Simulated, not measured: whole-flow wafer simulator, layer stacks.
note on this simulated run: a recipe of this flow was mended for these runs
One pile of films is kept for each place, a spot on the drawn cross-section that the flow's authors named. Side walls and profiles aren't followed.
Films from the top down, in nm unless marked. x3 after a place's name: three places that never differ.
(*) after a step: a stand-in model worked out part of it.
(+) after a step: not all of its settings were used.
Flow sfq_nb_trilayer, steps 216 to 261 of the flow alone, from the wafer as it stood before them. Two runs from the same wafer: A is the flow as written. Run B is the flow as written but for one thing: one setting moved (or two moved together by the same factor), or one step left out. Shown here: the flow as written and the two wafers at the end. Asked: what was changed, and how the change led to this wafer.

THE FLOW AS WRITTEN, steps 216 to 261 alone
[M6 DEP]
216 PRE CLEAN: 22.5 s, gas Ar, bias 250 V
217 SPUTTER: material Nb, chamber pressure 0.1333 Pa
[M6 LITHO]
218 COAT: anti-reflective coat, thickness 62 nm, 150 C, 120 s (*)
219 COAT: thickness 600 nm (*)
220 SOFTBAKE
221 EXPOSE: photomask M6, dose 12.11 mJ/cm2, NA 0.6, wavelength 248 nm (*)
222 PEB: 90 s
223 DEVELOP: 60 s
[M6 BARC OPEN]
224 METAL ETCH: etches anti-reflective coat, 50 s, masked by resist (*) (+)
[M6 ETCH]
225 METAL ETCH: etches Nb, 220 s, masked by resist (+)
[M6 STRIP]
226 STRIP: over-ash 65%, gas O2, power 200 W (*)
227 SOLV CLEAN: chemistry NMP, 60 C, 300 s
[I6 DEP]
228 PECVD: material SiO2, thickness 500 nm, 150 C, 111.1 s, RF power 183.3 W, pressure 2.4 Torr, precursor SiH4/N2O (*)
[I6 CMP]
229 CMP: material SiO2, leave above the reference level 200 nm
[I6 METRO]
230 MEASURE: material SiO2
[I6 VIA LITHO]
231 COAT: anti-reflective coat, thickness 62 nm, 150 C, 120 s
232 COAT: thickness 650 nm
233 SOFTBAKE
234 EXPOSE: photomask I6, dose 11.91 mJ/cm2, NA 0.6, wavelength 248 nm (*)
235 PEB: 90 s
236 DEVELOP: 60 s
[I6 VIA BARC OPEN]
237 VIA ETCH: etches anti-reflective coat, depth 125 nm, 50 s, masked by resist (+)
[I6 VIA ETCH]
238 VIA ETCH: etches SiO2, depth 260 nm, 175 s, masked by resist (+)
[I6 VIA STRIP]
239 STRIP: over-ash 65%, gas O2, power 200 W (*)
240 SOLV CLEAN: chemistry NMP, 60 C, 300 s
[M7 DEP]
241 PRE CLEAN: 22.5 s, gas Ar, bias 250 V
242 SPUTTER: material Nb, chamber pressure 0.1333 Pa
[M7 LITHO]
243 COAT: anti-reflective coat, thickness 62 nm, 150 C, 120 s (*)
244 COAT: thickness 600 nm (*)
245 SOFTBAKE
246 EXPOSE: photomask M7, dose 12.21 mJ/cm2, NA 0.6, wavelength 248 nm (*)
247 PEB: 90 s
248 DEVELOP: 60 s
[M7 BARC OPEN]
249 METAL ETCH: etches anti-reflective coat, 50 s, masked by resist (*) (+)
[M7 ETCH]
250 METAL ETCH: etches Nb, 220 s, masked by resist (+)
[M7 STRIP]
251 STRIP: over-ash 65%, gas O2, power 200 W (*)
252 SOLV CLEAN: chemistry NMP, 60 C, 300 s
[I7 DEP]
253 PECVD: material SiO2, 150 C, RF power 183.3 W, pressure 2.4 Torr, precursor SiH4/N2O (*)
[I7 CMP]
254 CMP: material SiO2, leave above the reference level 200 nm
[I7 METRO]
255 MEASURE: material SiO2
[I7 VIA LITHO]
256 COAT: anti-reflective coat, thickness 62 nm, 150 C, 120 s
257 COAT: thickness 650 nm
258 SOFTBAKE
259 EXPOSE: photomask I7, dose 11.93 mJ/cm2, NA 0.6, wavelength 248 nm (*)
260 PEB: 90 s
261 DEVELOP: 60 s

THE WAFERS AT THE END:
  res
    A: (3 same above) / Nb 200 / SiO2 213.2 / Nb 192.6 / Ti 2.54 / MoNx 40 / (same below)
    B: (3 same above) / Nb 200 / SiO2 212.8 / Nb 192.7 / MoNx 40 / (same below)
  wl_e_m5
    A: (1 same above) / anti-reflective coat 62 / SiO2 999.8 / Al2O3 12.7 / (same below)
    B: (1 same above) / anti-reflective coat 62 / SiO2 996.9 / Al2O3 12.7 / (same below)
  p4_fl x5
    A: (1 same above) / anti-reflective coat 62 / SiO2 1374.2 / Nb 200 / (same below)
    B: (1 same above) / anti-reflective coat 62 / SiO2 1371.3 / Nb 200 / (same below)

The cause: step 216, PRE CLEAN: 31.2 s was run, where the flow has 22.5 s.

How the change led to this, step by step:
  216 PRE CLEAN: 22.5 s, gas Ar, bias 250 V
      res: A Ti -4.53 | B Ti -7.07 (all of it)
      field_l, v_sur, via_wl and 100 more: A SiO2 -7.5 | B SiO2 -10.4
      (and at 2 more places)
